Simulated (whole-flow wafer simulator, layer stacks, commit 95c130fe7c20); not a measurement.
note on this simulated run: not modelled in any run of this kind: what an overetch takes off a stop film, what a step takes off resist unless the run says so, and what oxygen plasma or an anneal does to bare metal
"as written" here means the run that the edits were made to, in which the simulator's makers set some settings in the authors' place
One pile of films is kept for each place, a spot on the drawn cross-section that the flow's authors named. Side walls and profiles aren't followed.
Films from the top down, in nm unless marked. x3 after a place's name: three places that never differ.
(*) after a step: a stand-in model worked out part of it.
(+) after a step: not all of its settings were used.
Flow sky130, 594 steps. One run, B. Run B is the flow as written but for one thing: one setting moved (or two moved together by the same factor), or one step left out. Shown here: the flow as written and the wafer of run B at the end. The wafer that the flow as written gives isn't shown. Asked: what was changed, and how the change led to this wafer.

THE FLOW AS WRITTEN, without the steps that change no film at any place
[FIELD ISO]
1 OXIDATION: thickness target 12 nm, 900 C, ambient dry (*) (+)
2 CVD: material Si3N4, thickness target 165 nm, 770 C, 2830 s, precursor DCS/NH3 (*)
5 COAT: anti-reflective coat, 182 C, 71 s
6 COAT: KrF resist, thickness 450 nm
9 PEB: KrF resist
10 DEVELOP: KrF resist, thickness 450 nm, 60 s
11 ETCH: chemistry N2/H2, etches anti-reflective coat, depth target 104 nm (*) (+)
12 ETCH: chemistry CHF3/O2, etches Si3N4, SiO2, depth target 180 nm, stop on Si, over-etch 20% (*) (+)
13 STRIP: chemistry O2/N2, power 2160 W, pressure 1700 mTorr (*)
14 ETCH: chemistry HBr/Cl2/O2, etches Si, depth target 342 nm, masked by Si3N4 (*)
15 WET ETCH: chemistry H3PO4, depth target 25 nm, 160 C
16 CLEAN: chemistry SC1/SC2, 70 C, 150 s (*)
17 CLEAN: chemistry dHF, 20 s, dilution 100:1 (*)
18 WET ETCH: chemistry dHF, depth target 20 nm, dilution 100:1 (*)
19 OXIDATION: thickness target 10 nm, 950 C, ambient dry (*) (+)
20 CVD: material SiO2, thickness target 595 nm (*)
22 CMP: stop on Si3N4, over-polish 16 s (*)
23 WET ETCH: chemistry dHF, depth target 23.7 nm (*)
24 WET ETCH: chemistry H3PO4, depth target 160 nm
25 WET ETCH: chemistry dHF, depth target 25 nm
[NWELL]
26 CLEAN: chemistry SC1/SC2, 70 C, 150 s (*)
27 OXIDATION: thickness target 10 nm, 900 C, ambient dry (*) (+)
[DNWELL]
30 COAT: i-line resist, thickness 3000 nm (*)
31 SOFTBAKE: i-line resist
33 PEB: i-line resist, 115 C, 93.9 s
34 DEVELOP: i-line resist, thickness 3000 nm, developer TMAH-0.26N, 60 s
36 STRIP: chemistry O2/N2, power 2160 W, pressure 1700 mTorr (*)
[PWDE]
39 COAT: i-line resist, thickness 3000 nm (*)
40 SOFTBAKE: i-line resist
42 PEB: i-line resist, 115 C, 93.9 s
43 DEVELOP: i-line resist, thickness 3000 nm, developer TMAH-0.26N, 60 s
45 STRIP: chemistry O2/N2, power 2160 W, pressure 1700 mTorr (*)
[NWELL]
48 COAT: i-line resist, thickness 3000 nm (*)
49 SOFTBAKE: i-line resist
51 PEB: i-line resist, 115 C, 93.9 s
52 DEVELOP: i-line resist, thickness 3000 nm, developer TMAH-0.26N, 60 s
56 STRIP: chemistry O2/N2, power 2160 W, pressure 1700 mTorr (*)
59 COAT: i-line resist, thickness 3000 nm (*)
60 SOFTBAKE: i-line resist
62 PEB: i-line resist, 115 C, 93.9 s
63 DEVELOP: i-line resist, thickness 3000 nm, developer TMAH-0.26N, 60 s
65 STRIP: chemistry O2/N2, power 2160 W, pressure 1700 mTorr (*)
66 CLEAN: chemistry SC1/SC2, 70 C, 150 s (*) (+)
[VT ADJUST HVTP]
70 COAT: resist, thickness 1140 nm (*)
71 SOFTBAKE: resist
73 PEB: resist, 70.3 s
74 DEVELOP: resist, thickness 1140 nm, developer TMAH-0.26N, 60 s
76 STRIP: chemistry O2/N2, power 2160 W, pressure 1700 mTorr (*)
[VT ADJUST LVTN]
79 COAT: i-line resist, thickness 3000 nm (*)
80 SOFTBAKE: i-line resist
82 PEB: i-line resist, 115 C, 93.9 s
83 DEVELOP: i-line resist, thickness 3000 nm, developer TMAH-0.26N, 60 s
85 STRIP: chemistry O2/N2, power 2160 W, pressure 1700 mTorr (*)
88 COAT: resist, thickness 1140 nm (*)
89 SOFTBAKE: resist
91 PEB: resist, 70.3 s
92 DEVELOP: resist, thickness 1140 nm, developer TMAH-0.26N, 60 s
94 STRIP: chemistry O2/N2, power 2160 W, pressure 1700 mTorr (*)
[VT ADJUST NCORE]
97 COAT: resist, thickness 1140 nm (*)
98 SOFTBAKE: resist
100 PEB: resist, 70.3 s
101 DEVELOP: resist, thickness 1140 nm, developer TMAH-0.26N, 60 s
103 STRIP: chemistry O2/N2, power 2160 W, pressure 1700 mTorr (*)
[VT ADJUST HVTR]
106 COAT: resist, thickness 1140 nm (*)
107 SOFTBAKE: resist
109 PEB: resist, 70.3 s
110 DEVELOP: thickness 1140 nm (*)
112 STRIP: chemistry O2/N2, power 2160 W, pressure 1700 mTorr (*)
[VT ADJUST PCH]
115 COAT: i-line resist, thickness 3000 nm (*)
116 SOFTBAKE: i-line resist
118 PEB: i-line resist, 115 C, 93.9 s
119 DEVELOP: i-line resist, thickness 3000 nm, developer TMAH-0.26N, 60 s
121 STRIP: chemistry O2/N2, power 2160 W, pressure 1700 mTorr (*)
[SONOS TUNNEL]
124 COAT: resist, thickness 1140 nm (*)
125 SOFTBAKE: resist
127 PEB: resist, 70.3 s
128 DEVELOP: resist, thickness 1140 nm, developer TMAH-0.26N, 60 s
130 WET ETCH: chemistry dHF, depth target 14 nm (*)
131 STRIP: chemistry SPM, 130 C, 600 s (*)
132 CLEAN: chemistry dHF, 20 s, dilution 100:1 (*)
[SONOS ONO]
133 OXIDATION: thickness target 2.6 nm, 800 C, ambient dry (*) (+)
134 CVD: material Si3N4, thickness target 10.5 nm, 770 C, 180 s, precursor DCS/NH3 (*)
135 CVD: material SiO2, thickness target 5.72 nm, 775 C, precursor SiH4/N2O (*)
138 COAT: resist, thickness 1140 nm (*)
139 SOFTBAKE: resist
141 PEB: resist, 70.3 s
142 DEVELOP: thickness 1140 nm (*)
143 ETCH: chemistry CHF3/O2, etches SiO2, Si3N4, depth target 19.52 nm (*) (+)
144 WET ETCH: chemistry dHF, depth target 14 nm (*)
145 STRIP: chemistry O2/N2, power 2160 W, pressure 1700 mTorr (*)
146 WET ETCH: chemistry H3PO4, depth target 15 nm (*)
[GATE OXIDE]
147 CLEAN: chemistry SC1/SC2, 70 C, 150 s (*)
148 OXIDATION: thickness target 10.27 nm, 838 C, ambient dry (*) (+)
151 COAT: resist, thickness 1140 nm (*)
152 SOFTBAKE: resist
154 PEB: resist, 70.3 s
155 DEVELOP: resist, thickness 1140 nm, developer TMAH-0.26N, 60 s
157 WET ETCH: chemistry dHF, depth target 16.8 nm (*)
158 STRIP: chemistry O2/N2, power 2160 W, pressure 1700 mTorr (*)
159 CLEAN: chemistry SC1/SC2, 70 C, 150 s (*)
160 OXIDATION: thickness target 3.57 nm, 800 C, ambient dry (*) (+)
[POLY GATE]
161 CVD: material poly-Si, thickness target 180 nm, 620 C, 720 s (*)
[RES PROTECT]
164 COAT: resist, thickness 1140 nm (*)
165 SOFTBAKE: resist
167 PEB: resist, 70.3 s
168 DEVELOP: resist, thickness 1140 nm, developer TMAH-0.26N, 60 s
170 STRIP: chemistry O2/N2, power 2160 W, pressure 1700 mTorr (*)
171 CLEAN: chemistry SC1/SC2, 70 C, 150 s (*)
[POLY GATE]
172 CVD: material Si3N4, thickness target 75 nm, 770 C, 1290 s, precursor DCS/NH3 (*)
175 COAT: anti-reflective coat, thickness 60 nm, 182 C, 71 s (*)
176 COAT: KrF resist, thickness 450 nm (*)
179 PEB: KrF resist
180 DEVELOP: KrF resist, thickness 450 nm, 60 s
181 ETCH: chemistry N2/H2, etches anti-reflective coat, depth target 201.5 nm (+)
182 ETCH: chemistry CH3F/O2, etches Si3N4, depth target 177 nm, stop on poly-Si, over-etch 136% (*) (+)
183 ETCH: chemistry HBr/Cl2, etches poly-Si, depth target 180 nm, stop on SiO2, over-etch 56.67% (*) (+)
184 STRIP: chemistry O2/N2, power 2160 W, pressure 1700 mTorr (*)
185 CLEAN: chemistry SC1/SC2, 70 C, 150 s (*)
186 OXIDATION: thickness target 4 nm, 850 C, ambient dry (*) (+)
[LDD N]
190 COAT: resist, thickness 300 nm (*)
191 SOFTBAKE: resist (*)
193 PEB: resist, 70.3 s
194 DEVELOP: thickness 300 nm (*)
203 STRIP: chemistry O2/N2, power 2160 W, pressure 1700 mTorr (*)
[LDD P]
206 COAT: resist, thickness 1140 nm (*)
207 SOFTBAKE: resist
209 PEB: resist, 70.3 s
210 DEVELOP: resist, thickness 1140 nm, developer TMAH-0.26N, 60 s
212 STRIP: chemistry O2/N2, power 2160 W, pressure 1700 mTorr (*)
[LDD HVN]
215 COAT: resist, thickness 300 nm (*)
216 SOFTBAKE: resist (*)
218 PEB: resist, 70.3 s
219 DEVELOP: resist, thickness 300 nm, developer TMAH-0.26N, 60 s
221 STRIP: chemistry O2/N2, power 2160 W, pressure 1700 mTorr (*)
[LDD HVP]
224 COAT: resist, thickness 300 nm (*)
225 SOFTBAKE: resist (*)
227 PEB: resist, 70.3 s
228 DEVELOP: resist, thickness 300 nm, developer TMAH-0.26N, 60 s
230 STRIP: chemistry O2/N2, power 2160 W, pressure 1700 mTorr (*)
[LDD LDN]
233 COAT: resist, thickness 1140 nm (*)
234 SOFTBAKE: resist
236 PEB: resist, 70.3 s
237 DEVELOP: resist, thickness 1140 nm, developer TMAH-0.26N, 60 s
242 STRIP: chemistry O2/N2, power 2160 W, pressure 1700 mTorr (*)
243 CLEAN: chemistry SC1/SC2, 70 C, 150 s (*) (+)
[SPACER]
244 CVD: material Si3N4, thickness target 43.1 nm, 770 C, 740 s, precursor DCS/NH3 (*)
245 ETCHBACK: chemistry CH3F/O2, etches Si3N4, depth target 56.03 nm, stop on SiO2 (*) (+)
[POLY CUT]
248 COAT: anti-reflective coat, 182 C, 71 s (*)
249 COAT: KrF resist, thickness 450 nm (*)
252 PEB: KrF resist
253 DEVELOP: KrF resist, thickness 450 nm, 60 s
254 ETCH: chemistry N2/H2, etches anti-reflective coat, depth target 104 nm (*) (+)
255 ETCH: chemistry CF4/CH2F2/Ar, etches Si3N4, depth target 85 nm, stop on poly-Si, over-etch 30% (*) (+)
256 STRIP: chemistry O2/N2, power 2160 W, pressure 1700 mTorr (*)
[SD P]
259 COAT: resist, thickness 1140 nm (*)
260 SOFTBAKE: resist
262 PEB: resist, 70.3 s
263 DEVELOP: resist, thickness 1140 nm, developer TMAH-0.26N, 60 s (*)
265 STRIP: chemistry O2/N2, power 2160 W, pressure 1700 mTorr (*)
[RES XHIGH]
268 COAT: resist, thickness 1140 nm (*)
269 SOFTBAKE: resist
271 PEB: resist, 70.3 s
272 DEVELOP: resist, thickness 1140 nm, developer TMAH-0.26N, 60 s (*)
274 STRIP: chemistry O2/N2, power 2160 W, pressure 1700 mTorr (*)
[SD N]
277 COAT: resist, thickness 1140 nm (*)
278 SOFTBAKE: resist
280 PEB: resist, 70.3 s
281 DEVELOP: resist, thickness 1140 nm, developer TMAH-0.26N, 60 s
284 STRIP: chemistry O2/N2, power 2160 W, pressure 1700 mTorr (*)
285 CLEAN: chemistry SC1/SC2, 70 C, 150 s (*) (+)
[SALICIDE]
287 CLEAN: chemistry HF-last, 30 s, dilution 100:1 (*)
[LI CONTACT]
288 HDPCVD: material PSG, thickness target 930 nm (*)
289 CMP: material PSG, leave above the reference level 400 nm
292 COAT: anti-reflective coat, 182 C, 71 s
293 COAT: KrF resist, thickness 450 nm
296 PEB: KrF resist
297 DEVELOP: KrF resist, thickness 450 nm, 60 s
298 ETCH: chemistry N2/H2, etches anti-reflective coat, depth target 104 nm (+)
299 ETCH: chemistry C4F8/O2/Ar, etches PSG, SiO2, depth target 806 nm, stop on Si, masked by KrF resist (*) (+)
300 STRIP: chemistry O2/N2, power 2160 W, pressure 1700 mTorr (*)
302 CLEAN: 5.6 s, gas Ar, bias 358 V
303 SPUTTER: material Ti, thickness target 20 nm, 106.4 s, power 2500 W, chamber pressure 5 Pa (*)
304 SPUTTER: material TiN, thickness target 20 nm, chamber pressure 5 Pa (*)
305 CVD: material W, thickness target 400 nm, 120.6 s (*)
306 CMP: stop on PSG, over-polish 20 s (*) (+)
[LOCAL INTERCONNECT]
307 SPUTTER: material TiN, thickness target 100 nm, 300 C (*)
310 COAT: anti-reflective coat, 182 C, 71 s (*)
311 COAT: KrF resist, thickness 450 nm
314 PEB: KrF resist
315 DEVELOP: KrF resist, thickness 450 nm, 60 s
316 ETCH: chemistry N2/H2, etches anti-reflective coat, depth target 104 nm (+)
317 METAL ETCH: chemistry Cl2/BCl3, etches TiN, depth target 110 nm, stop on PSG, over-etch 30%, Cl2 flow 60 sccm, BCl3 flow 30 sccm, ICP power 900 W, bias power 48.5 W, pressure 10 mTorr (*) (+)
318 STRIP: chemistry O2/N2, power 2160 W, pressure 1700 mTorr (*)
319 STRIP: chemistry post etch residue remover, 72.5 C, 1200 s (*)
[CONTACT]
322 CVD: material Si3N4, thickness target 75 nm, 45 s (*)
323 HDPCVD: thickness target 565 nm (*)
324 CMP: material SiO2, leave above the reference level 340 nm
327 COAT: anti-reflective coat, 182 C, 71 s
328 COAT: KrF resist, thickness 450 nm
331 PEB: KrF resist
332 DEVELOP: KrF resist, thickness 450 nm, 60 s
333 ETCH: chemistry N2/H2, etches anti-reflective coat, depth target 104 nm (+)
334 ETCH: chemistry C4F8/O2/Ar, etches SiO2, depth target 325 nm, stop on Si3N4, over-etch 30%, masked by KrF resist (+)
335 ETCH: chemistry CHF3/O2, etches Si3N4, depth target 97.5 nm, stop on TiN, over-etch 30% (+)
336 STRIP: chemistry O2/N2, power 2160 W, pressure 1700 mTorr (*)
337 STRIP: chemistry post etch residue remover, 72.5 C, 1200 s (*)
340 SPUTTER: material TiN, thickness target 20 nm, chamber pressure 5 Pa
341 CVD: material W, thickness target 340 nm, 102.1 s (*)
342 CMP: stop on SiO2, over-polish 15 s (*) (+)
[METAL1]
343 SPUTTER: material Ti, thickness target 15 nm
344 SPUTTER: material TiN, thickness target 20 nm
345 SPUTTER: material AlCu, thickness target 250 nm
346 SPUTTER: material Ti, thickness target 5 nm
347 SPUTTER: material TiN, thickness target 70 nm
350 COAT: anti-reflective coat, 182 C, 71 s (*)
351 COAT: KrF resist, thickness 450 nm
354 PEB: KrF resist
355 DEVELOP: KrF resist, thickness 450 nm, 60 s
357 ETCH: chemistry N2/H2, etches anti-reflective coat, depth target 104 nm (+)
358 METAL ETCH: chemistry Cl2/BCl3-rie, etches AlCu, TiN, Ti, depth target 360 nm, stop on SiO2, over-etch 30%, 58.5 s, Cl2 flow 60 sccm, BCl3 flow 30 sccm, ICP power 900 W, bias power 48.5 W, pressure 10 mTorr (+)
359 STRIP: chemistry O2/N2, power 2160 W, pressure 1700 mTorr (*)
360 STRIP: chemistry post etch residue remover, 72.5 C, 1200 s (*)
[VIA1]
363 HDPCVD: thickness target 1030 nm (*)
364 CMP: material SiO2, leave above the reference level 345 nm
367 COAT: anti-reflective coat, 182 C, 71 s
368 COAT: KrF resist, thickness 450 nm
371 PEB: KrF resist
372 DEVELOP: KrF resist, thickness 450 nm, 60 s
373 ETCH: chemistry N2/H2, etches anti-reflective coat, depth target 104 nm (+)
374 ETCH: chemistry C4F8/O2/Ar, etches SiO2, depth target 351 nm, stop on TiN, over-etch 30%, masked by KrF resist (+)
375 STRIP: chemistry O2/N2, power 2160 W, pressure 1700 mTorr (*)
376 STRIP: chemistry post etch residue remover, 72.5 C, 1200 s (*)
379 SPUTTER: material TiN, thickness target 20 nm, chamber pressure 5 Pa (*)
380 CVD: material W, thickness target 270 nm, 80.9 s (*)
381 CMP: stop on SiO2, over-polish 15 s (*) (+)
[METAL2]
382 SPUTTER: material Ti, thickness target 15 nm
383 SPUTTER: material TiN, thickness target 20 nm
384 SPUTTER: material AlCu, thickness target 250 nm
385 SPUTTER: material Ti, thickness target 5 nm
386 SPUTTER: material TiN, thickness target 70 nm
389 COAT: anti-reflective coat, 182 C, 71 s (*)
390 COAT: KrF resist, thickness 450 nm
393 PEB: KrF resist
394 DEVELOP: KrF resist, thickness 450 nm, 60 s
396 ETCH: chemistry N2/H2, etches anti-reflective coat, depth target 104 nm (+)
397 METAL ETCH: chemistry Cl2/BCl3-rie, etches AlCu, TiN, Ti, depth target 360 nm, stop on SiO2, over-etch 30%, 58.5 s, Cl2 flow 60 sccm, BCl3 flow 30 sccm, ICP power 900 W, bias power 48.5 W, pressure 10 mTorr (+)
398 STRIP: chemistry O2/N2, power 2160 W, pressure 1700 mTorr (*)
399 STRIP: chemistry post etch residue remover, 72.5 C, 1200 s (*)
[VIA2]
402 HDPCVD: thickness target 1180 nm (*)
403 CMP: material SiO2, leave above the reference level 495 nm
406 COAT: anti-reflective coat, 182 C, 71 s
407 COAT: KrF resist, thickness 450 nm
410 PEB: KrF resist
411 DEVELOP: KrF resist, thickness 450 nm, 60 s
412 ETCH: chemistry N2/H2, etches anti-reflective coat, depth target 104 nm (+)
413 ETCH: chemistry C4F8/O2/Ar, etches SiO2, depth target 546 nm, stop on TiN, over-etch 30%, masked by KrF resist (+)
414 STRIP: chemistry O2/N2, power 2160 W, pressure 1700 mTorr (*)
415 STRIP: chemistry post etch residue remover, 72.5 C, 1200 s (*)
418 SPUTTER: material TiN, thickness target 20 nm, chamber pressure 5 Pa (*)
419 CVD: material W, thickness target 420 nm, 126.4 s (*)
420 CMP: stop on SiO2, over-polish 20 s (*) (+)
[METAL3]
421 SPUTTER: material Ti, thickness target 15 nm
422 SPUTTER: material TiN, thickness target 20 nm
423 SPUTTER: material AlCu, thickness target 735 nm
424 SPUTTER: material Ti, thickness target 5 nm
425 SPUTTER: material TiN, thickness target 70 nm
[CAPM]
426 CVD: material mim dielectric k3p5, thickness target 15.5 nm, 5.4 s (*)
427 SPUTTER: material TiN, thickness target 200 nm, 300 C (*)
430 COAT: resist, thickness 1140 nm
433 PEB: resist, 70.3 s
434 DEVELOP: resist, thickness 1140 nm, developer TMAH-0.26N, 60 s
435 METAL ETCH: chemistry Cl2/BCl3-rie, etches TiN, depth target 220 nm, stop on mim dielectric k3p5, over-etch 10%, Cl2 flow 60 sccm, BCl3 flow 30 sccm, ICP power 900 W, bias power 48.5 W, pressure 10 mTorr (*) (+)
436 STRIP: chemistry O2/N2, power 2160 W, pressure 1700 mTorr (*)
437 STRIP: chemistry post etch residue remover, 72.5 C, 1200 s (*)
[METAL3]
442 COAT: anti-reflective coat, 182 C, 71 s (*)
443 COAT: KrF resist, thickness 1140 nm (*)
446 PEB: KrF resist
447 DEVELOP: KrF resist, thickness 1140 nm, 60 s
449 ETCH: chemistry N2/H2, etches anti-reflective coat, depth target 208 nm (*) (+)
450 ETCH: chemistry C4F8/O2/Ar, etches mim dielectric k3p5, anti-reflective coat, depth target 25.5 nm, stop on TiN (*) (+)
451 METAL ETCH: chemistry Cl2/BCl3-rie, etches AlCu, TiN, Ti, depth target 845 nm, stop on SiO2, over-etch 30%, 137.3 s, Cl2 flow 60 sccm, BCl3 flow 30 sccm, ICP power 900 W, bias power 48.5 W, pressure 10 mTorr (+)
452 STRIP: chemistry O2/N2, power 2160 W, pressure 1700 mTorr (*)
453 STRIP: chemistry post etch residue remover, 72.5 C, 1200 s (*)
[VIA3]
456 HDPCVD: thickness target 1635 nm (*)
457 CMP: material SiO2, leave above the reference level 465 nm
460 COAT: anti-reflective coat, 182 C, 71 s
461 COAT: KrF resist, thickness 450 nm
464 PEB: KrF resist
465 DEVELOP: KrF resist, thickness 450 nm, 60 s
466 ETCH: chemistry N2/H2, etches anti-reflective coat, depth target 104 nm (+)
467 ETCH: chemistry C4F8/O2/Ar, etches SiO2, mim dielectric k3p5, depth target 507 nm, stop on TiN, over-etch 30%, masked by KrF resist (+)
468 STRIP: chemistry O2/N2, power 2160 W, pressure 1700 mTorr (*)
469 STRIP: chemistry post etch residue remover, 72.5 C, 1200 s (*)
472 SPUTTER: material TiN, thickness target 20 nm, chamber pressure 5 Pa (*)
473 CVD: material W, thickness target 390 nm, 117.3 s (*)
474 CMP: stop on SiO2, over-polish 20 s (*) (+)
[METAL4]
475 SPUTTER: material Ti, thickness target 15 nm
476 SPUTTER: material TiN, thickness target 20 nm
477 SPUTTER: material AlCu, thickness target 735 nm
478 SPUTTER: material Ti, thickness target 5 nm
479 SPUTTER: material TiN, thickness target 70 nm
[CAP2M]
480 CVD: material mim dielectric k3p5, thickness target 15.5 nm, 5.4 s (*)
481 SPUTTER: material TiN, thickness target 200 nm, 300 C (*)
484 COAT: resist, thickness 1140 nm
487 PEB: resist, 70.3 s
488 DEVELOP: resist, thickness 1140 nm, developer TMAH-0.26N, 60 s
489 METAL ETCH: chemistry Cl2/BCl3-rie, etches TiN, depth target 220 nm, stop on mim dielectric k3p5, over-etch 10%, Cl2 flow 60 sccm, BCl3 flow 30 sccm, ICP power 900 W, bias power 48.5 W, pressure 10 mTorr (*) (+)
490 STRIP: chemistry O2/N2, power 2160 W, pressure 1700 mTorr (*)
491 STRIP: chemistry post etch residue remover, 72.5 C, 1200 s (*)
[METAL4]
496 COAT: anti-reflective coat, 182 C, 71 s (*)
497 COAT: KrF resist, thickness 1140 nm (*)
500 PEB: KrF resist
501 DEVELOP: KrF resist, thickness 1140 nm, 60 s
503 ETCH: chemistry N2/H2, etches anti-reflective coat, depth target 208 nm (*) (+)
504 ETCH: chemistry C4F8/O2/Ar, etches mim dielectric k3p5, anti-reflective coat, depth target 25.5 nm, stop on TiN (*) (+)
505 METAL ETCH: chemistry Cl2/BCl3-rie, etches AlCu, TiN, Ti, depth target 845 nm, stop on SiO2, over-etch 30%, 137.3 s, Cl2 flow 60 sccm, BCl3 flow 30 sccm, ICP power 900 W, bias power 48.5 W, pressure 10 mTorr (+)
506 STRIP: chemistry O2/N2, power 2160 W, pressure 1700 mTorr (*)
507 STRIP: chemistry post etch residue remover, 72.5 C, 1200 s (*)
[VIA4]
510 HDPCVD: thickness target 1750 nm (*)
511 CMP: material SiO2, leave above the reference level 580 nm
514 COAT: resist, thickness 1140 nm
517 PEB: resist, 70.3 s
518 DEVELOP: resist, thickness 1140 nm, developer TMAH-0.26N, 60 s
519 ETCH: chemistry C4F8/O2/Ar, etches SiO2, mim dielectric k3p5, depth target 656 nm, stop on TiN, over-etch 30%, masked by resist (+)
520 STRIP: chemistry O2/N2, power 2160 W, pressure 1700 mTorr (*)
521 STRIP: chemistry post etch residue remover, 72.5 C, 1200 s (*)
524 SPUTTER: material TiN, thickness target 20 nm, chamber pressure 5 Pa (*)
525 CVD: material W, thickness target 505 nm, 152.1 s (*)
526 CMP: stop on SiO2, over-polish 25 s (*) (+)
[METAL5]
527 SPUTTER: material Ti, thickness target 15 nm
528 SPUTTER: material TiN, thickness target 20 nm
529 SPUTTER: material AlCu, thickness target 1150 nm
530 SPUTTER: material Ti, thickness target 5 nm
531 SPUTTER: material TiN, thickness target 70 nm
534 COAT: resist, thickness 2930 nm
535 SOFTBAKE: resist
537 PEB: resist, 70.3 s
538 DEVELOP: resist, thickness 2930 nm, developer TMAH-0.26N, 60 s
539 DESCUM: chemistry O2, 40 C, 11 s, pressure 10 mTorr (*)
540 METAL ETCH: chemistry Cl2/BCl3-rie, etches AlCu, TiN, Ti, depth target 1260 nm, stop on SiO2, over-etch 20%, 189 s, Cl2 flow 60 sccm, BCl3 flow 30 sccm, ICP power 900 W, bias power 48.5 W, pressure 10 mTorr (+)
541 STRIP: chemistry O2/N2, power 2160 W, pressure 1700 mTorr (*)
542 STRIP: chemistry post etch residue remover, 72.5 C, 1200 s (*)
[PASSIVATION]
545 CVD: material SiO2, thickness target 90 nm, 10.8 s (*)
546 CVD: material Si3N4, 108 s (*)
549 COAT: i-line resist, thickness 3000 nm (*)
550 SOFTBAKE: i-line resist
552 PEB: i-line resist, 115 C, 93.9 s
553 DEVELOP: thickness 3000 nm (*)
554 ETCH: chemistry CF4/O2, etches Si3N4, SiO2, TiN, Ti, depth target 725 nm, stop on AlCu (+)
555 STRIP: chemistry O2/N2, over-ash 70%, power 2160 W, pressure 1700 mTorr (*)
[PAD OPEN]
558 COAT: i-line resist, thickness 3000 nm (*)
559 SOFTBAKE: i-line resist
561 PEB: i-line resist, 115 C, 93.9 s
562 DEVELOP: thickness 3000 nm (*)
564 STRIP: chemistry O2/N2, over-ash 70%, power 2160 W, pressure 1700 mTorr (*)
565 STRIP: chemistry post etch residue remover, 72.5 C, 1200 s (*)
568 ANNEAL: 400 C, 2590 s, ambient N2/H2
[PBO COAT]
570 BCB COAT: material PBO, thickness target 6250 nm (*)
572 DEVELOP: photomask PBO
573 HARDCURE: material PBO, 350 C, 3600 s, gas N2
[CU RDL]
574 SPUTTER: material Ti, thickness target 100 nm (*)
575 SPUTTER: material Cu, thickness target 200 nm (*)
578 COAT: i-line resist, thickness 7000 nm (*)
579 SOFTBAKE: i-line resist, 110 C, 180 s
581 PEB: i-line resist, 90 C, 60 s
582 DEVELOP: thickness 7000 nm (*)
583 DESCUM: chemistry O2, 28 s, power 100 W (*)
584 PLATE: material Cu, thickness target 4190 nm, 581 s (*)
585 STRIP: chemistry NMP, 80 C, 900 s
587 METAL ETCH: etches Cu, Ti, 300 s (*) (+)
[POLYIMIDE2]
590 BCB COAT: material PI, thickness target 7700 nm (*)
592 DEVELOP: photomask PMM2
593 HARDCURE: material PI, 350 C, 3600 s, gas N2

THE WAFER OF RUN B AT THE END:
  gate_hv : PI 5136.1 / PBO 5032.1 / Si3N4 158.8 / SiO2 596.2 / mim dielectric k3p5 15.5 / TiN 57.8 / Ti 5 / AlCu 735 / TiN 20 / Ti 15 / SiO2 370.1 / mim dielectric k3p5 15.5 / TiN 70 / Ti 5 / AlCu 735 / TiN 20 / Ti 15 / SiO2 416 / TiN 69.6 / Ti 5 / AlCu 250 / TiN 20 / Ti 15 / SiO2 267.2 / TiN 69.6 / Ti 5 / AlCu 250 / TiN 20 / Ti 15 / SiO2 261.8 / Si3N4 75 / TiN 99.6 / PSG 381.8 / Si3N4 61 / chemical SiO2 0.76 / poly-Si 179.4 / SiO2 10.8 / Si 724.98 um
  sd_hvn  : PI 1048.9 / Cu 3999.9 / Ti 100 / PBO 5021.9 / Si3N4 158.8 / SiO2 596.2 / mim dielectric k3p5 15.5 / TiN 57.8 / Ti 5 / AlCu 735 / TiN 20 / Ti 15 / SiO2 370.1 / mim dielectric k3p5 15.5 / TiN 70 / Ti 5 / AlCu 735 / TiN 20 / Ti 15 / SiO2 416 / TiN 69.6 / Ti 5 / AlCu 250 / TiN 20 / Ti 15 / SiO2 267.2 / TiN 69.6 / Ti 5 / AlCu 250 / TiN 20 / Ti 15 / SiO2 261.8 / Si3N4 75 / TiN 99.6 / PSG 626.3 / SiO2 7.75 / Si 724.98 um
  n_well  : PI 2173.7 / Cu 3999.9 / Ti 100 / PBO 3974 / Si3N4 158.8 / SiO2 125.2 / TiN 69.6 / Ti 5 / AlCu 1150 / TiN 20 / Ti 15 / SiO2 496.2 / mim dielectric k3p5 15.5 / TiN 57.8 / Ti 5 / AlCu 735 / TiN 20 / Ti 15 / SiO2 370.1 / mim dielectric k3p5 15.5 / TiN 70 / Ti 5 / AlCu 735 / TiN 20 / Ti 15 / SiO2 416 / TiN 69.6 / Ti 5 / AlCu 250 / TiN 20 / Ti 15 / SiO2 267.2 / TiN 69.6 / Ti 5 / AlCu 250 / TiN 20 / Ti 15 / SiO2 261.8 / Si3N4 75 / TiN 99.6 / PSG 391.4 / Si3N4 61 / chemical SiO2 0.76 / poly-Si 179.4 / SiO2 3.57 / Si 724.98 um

The cause: step 479, SPUTTER: thickness target 57.8 nm was run, where the flow has thickness target 70 nm.
It can be read off the wafer: gate_hv has TiN 57.8, and step 479 as written asks for 70 nm.

How the change led to this, step by step:
  479 SPUTTER: material TiN, thickness target 70 nm
      field, active, n_well and 189 more: TiN +57.8 (new film) (as written it would be: TiN +70 (new film))
  505 METAL ETCH: chemistry Cl2/BCl3-rie, etches AlCu, TiN, Ti, depth target 845 nm, stop on SiO2, over-etch 30%, 137.3 s, Cl2 flow 60 sccm, BCl3 flow 30 sccm, ICP power 900 W, bias power 48.5 W, pressure 10 mTorr (+)
      field, gate, spacer and 68 more: TiN -57.8 (all of it), Ti -5 (all of it), AlCu -735 (all of it), TiN -20 (all of it), Ti -15 (all of it), SiO2 -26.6 (as written it would be: TiN -70 (all of it), Ti -5 (all of it), AlCu -735 (all of it), TiN -20 (all of it), Ti -15 (all of it), SiO2 -25.4)
      active, vpp_iso1, mim_edge_plate and 14 more: TiN -57.8 (all of it), Ti -5 (all of it), AlCu -735 (all of it), TiN -20 (all of it), Ti -15 (all of it), SiO2 -26.6 (as written it would be: TiN -70 (all of it), Ti -5 (all of it), AlCu -735 (all of it), TiN -20 (all of it), Ti -15 (all of it), SiO2 -25.3)
  519 ETCH: chemistry C4F8/O2/Ar, etches SiO2, mim dielectric k3p5, depth target 656 nm, stop on TiN, over-etch 30%, masked by resist (+)
      m1: SiO2 -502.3 (all of it), mim dielectric k3p5 -15.5 (all of it) (as written it would be: SiO2 -490.1 (all of it), mim dielectric k3p5 -15.5 (all of it))
      via4_hole: SiO2 -501.7 (all of it), mim dielectric k3p5 -15.5 (all of it) (as written it would be: SiO2 -489.5 (all of it), mim dielectric k3p5 -15.5 (all of it))
